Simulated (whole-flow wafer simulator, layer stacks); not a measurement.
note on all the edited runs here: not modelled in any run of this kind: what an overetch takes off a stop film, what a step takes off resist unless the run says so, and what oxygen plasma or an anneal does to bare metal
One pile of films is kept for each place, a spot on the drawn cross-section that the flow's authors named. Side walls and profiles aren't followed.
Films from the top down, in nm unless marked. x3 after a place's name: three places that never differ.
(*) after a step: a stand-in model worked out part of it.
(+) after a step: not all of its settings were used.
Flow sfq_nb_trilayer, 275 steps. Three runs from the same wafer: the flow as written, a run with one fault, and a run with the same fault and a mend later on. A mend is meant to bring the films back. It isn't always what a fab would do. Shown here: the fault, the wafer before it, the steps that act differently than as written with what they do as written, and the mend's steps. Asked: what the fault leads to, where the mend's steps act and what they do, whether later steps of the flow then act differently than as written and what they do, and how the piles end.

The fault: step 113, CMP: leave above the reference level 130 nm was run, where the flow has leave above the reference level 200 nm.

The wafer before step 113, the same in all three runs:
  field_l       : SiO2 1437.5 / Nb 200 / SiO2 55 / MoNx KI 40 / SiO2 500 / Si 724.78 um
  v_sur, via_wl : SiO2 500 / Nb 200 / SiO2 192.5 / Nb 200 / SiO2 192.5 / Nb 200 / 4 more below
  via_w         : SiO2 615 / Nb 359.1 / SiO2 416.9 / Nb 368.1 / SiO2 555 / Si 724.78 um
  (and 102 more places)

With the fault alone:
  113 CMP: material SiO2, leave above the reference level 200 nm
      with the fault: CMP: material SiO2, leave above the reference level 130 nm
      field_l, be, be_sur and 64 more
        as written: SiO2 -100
        with the fault: SiO2 -170
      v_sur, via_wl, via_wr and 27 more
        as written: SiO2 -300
        with the fault: SiO2 -370
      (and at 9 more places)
  Later steps of the flow that act differently than as written (3 more steps differ only slightly, by at most 2% or 0.5 nm, whichever is larger, and aren't shown):
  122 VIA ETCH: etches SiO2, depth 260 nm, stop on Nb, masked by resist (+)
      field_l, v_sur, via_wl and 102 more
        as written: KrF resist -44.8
        with the fault: KrF resist -33.6
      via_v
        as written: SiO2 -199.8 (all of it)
        with the fault: SiO2 -129.8 (all of it)
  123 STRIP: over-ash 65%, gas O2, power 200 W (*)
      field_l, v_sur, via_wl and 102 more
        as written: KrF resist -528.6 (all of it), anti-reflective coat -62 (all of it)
        with the fault: KrF resist -539.9 (all of it), anti-reflective coat -62 (all of it)
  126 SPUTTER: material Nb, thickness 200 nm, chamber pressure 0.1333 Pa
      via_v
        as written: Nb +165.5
        with the fault: Nb +181
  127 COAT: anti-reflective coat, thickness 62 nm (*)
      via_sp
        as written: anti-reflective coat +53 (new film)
        with the fault: anti-reflective coat +54.4 (new film)
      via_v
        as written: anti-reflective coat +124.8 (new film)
        with the fault: anti-reflective coat +108.7 (new film)
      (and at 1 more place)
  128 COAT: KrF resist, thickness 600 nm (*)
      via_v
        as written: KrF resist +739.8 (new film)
        with the fault: KrF resist +681.9 (new film)
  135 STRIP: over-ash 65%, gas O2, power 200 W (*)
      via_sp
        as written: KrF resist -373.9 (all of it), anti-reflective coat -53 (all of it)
        with the fault: KrF resist -378.6 (all of it), anti-reflective coat -54.4 (all of it)
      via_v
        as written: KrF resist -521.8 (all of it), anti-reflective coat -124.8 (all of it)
        with the fault: KrF resist -464.1 (all of it), anti-reflective coat -108.7 (all of it)
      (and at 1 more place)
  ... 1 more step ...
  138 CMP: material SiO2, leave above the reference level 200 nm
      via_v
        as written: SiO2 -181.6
        with the fault: SiO2 -157.1
  At the end the piles differ from the flow's by more than 2% or 0.5 nm, whichever is larger, at field_l, v_sur, via_wl and 103 more.
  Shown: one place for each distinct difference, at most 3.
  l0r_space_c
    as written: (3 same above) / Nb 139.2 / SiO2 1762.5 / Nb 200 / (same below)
    with the fault: (3 same above) / Nb 139.2 / SiO2 1692.5 / Nb 200 / (same below)
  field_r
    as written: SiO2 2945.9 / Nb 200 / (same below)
    with the fault: SiO2 2875.9 / Nb 200 / (same below)
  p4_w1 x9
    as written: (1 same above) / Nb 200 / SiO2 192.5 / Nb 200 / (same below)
    with the fault: (1 same above) / Nb 200 / SiO2 122.5 / Nb 200 / (same below)

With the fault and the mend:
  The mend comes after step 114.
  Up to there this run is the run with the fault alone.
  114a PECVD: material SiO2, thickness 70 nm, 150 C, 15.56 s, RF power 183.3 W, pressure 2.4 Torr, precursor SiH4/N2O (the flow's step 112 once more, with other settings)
      field_l, v_sur, via_wl and 103 more
        SiO2 +70
  No later step of the flow acts differently than as written at any place that is followed.
  At the end the piles are the same as the flow's at every place that both follow.
